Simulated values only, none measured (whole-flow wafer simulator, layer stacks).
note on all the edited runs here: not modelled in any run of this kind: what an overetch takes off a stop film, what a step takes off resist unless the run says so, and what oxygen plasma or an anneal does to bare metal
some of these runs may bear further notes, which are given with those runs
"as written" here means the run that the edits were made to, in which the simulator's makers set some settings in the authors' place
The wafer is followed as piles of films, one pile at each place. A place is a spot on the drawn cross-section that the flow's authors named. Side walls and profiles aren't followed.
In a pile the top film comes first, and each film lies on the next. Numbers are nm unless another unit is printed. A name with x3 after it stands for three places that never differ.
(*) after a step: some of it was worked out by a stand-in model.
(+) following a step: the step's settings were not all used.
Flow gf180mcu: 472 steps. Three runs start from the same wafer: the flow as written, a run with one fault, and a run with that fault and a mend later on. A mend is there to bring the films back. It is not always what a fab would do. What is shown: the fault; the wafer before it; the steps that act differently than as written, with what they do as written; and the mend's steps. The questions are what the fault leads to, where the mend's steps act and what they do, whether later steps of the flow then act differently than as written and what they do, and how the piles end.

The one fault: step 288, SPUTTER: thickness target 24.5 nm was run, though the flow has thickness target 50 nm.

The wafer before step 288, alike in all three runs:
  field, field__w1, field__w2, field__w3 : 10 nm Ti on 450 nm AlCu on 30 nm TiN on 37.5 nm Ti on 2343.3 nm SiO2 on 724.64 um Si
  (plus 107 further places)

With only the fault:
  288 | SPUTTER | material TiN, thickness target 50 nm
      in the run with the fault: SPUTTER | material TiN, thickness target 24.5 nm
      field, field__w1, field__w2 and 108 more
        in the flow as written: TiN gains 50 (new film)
        in the run with the fault: TiN gains 24.5 (new film)
  Steps further on in the flow that do not act as written (2 other steps are not shown; they differ only slightly, by no more than 2% or 0.5 nm, whichever is larger):
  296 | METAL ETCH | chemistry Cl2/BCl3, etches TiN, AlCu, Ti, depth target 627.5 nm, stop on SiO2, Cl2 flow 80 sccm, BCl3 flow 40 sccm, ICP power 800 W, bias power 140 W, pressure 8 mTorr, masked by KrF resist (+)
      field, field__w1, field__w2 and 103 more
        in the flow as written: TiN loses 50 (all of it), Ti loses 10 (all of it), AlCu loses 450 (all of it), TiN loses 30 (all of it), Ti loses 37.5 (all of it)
        in the run with the fault: TiN loses 24.5 (all of it), Ti loses 10 (all of it), AlCu loses 450 (all of it), TiN loses 30 (all of it), Ti loses 37.5 (all of it)
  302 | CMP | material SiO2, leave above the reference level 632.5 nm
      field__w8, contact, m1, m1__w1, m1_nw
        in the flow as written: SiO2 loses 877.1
        in the run with the fault: SiO2 loses 851.6
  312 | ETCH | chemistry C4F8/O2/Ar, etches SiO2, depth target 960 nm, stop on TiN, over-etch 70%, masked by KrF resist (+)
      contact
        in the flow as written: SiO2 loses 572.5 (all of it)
        in the run with the fault: SiO2 loses 598 (all of it)
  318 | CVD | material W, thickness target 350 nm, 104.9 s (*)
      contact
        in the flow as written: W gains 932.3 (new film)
        in the run with the fault: W gains 958 (new film)
  By the end, the piles at field__w8, contact, m1, m1__w1, m1_nw depart from the flow's by more than 2% or 0.5 nm, whichever is larger.
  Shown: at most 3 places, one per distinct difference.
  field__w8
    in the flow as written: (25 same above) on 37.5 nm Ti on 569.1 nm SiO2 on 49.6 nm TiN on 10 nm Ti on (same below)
    in the run with the fault: (25 same above) on 37.5 nm Ti on 594.6 nm SiO2 on 24.1 nm TiN on 10 nm Ti on (same below)
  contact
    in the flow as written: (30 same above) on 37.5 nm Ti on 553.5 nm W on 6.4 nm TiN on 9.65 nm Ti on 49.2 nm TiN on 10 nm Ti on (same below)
    in the run with the fault: (30 same above) on 37.5 nm Ti on 579.2 nm W on 6.31 nm TiN on 9.51 nm Ti on 23.7 nm TiN on 10 nm Ti on (same below)

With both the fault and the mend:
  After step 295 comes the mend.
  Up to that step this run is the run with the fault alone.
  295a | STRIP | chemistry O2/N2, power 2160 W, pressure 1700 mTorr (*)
      field__w8, contact, m1, m1__w1, m1_nw
        KrF resist loses 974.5 (all of it)
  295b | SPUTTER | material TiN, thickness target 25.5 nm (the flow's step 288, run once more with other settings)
      field, field__w1, field__w2 and 108 more
        TiN gains 25.5
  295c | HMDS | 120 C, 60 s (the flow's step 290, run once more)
      leaves every film unchanged at each place that is followed
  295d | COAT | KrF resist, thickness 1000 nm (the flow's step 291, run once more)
      field, field__w1, field__w2 and 108 more
        KrF resist gains 1000 (new film)
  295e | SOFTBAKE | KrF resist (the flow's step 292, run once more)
      leaves every film unchanged at each place that is followed
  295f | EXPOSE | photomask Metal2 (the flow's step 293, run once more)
      leaves every film unchanged at each place that is followed
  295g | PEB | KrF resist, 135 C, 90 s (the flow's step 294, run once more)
      field, field__w1, field__w2 and 108 more
        KrF resist loses 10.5
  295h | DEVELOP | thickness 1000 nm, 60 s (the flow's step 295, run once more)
      field, field__w1, field__w2 and 103 more
        KrF resist loses 989.5 (all of it)
      field__w8, contact, m1, m1__w1, m1_nw
        KrF resist loses 14.9
  Every later step of the flow that is run acts as written at every place that is followed.
  At every place that both follow, the piles at the end match the flow's.
